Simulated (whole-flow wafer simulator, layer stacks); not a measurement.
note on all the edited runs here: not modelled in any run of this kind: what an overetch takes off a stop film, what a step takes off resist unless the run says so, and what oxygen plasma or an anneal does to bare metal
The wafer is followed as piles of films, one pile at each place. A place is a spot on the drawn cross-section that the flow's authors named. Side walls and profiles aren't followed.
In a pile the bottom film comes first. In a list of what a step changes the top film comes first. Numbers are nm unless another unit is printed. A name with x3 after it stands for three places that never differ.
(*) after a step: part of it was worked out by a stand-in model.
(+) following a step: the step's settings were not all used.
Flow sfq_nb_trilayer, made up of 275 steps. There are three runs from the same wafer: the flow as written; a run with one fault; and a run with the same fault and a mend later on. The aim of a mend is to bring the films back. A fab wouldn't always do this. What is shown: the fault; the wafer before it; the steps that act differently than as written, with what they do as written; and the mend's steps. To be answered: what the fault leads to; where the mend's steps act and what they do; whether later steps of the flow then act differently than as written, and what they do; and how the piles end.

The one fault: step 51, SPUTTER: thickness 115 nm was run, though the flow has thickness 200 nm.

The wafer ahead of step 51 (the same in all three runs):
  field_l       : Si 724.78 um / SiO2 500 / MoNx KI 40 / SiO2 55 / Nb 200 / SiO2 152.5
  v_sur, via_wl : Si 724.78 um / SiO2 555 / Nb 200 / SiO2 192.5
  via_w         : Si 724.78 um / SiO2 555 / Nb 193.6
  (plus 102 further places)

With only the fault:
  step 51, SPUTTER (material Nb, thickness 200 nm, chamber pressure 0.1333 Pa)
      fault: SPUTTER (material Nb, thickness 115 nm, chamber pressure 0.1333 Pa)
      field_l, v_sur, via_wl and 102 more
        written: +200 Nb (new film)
        fault: +115 Nb (new film)
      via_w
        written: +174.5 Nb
        fault: +101.2 Nb
  Later steps of the flow acting differently than as written (3 more steps, not shown, differ only slightly: by at most 2% or 0.5 nm, whichever is larger):
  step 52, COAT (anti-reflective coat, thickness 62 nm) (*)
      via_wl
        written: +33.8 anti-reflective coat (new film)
        fault: +33.1 anti-reflective coat (new film)
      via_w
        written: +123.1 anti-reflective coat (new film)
        fault: +119.3 anti-reflective coat (new film)
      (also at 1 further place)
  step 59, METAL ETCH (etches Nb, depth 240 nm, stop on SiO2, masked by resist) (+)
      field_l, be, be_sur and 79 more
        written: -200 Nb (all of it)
        fault: -115 Nb (all of it)
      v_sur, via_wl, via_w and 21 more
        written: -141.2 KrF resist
        fault: -101.5 KrF resist
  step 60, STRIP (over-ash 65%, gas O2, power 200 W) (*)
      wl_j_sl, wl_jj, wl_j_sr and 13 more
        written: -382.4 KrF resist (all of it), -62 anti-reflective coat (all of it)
        fault: -422.1 KrF resist (all of it), -62 anti-reflective coat (all of it)
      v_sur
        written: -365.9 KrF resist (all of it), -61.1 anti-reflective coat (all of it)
        fault: -406.2 KrF resist (all of it), -60.9 anti-reflective coat (all of it)
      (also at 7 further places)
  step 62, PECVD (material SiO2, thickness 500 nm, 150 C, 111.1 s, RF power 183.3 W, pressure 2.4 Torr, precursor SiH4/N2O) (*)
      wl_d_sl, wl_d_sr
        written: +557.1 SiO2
        fault: +500 SiO2
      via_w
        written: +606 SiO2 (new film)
        fault: +585.1 SiO2 (new film)
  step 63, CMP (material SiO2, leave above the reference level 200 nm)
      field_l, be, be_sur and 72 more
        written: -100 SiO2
        fault: -185 SiO2
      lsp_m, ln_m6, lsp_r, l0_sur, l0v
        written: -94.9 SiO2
        fault: -185 SiO2
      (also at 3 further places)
  At field_l, v_sur, via_wl and 103 more, the piles at the end differ from the flow's by more than 2% or 0.5 nm, whichever is larger.
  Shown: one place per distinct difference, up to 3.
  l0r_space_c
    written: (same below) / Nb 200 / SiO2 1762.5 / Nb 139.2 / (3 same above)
    fault: (same below) / Nb 200 / SiO2 1677.5 / Nb 139.2 / (3 same above)
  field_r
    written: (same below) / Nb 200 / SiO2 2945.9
    fault: (same below) / Nb 200 / SiO2 2860.9
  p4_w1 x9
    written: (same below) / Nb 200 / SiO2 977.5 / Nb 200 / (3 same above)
    fault: (same below) / Nb 200 / SiO2 892.5 / Nb 200 / (3 same above)

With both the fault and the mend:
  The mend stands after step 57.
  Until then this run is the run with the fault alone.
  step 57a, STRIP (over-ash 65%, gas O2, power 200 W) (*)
      p4_fl x3, p4_w1 x9, p4_g1 x2 and 47 more
        -62 anti-reflective coat (all of it)
      wl_j_sl, wl_jj, wl_j_sr and 13 more
        -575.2 KrF resist (all of it), -62 anti-reflective coat (all of it)
      r_sur, res, r_end and 8 more
        -61.8 anti-reflective coat (all of it)
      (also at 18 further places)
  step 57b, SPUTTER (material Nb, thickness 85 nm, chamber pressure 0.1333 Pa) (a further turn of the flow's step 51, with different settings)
      field_l, v_sur, via_wl and 102 more
        +85 Nb
      via_w
        +69.1 Nb
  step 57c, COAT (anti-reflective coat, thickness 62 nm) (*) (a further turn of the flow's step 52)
      p4_fl x3, p4_w1 x9, p4_g1 x2 and 63 more
        +62 anti-reflective coat (new film)
      r_sur, res, r_end and 9 more
        +61.8 anti-reflective coat (new film)
      jj_sur, ce_l, c5j, ce_r, sp_r, be_r
        +61.7 anti-reflective coat (new film)
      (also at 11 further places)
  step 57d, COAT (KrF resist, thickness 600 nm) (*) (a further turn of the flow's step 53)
      p4_fl x3, p4_w1 x9, p4_g1 x2 and 63 more
        +600 KrF resist (new film)
      res, r_end, moat, field_r, l0_sur
        +599.4 KrF resist (new film)
      lsp_l, ln_m5, lsp_m, ln_m6, lsp_r
        +599.5 KrF resist (new film)
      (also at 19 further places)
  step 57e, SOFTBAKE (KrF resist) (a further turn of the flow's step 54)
      does not change any film at any place that is followed
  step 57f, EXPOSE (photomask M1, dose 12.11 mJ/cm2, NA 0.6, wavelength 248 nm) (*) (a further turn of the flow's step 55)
      does not change any film at any place that is followed
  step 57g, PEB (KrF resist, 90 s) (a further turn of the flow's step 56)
      wire, be, be_sur and 96 more
        -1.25 KrF resist
      field_l, via_v
        -1.24 KrF resist
      via_wl, via_wr
        -1.26 KrF resist
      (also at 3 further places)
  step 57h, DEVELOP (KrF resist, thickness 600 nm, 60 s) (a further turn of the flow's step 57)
      p4_fl x3, p4_w1 x9, p4_g1 x2 and 47 more
        -598.7 KrF resist (all of it)
      v_sur, via_wl, via_w and 21 more
        -23.5 KrF resist
      moat, field_r, lsp_l, lsp_m, ln_m6, lsp_r, l0_sur
        -598.2 KrF resist (all of it)
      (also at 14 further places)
  Later steps of the flow that are run all act as written at every place that is followed, up to a difference of at most 2% or 0.5 nm, whichever is larger.
  When the end is reached, the piles differ only a little from the flow's at the places that both follow, at most by 2% or 0.5 nm, whichever is larger.
